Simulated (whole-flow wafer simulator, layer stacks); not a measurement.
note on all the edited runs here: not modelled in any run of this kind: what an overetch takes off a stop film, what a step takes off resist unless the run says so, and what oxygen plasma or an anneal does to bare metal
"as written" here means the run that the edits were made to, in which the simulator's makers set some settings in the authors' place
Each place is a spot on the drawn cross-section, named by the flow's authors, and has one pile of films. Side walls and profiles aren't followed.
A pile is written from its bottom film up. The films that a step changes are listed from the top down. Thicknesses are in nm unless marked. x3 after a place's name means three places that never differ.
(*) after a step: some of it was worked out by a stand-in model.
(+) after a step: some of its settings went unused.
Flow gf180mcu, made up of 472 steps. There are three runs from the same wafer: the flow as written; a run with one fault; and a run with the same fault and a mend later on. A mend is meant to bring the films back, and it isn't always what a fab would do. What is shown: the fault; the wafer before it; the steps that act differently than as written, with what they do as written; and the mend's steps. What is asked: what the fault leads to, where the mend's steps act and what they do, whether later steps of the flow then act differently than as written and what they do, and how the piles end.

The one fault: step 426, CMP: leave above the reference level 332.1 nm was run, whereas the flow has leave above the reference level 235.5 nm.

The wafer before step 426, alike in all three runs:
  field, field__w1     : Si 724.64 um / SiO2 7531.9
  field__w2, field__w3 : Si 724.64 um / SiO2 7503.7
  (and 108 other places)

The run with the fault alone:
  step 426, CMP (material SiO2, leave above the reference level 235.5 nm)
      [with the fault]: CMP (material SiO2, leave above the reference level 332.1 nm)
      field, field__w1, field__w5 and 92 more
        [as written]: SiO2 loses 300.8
        [with the fault]: SiO2 loses 204.2
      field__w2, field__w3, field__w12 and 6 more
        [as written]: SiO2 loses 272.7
        [with the fault]: SiO2 loses 176.1
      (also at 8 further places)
  Steps later in the flow that act otherwise than as written (not shown: 2 more steps that differ only slightly, by at most 2% or 0.5 nm, whichever is larger):
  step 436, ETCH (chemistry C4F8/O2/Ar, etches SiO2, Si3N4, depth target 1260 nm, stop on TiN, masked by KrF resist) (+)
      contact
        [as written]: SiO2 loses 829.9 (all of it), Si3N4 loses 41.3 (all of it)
        [with the fault]: SiO2 loses 926.5 (all of it), Si3N4 loses 41.3 (all of it)
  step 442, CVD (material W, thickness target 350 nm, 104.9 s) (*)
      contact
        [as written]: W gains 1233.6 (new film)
        [with the fault]: W gains 1330.9 (new film)
  By the end, the piles at field__w4, field__w8, contact, m1, m1__w1, mim, mim_1p0, m1_nw depart from the flow's by more than 2% or 0.5 nm, whichever is larger.
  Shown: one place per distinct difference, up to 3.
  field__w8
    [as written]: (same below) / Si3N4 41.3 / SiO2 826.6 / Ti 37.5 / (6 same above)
    [with the fault]: (same below) / Si3N4 41.3 / SiO2 923.2 / Ti 37.5 / (6 same above)
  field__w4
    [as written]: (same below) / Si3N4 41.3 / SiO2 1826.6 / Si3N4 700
    [with the fault]: (same below) / Si3N4 41.3 / SiO2 1923.2 / Si3N4 700
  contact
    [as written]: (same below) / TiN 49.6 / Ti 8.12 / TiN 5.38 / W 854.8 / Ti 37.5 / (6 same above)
    [with the fault]: (same below) / TiN 49.6 / Ti 7.68 / TiN 5.09 / W 952.1 / Ti 37.5 / (6 same above)

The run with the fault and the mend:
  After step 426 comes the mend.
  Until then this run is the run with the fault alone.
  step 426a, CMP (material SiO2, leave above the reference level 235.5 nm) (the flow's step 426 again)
      field, field__w1, field__w2 and 109 more
        SiO2 loses 96.6
  Later steps of the flow that are run all act as written at every place that is followed.
  By the end, the piles equal the flow's at every place that both follow.
